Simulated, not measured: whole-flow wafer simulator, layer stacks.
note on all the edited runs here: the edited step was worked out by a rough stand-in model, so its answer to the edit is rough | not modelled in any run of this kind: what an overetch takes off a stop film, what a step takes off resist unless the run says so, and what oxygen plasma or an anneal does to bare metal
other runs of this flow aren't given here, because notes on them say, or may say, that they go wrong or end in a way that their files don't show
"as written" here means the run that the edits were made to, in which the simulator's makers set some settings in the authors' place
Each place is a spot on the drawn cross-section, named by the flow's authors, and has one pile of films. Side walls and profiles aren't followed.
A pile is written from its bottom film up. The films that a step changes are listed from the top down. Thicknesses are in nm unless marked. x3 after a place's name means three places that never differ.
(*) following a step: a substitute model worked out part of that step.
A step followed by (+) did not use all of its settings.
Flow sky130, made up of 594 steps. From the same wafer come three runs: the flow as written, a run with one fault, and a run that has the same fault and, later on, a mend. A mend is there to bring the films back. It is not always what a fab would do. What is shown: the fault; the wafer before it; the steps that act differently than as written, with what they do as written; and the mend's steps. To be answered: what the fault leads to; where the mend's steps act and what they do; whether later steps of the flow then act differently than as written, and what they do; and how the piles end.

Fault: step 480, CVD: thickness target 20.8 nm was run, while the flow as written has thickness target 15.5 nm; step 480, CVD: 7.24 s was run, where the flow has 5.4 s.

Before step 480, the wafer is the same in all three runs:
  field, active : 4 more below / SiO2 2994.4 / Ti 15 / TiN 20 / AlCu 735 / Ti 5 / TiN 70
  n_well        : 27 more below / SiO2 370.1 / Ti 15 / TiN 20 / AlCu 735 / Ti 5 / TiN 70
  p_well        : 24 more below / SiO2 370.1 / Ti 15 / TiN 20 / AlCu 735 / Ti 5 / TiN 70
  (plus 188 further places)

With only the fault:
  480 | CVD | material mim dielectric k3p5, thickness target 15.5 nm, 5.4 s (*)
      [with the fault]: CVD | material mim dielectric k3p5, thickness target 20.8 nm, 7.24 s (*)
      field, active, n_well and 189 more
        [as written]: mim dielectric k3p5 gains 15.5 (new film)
        [with the fault]: mim dielectric k3p5 gains 20.8 (new film)
  Steps further on in the flow that do not act as written (not shown: 6 more steps that differ only slightly, by at most 2% or 0.5 nm, whichever is larger):
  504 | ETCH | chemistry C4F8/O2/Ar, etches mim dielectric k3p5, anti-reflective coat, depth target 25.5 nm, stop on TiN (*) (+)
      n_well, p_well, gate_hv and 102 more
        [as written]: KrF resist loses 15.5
        [with the fault]: KrF resist loses 17
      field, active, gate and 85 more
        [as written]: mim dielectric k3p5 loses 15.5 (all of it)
        [with the fault]: mim dielectric k3p5 loses 20.8 (all of it)
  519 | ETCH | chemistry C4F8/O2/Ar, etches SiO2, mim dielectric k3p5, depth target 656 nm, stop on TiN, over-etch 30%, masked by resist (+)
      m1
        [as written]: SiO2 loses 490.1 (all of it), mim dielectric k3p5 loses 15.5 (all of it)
        [with the fault]: SiO2 loses 484.8 (all of it), mim dielectric k3p5 loses 20.8 (all of it)
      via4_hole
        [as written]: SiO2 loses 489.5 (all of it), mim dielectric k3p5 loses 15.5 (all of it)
        [with the fault]: SiO2 loses 484.2 (all of it), mim dielectric k3p5 loses 20.8 (all of it)
  By the end, the piles at n_well, p_well, gate_hv and 100 more depart from the flow's by more than 2% or 0.5 nm, whichever is larger.
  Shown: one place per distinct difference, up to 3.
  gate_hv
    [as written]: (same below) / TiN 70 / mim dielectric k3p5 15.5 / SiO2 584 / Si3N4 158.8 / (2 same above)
    [with the fault]: (same below) / TiN 70 / mim dielectric k3p5 20.8 / SiO2 578.7 / Si3N4 158.8 / (2 same above)
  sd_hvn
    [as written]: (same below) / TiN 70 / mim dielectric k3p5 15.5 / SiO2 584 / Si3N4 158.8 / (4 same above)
    [with the fault]: (same below) / TiN 70 / mim dielectric k3p5 20.8 / SiO2 578.7 / Si3N4 158.8 / (4 same above)
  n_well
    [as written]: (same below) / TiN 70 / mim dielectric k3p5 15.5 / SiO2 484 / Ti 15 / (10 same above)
    [with the fault]: (same below) / TiN 70 / mim dielectric k3p5 20.8 / SiO2 478.7 / Ti 15 / (10 same above)

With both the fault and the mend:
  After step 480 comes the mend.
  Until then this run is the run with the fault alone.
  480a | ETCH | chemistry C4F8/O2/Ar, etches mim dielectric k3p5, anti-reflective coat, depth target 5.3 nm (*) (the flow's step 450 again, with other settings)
      field, active, n_well and 189 more
        mim dielectric k3p5 loses 5.3
  None of the later steps of the flow acts differently than as written at any place that is followed.
  At every place that both follow, the piles at the end match the flow's.
